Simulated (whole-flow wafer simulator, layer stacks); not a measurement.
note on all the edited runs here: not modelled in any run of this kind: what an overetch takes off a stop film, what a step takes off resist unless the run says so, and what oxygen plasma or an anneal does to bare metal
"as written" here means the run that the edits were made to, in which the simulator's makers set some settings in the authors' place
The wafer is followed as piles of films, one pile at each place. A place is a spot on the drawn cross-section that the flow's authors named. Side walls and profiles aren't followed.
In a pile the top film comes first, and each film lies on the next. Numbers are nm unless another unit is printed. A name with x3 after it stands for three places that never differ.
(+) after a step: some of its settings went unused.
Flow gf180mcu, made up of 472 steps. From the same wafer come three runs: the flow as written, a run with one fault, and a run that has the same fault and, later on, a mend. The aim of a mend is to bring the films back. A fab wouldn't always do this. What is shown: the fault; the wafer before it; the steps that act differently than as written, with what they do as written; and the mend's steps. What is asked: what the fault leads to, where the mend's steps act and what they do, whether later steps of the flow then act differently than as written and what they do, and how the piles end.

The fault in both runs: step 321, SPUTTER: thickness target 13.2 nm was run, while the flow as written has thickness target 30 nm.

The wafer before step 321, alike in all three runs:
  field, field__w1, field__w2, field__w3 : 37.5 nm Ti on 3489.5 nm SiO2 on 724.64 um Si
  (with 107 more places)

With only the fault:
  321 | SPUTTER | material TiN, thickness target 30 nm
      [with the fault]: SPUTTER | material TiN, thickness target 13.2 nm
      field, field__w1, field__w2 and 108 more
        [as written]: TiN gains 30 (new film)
        [with the fault]: TiN gains 13.2 (new film)
  Later steps of the flow acting differently than as written:
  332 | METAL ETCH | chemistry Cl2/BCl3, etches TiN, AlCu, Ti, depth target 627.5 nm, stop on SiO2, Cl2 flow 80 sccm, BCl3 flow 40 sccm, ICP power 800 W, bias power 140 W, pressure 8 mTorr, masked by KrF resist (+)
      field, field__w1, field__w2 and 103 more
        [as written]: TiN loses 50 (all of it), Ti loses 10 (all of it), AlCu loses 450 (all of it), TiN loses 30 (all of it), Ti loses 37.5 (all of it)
        [with the fault]: TiN loses 50 (all of it), Ti loses 10 (all of it), AlCu loses 450 (all of it), TiN loses 13.2 (all of it), Ti loses 37.5 (all of it)
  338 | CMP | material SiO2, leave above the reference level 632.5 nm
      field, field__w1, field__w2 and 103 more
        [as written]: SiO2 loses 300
        [with the fault]: SiO2 loses 316.8
  The piles end different from the flow's at field__w8, contact, m1, m1__w1, m1_nw by more than 2% or 0.5 nm, whichever is larger.
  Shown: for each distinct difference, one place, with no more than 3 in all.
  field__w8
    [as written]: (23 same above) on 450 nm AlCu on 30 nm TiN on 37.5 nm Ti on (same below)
    [with the fault]: (23 same above) on 450 nm AlCu on 13.2 nm TiN on 37.5 nm Ti on (same below)
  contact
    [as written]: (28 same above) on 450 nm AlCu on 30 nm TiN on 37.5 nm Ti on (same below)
    [with the fault]: (28 same above) on 450 nm AlCu on 13.2 nm TiN on 37.5 nm Ti on (same below)

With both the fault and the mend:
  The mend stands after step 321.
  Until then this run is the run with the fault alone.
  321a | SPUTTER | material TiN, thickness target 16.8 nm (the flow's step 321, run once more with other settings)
      field, field__w1, field__w2 and 108 more
        TiN gains 16.8
  Later steps of the flow that are run all act as written at every place that is followed.
  At every place that both follow, the piles at the end match the flow's.
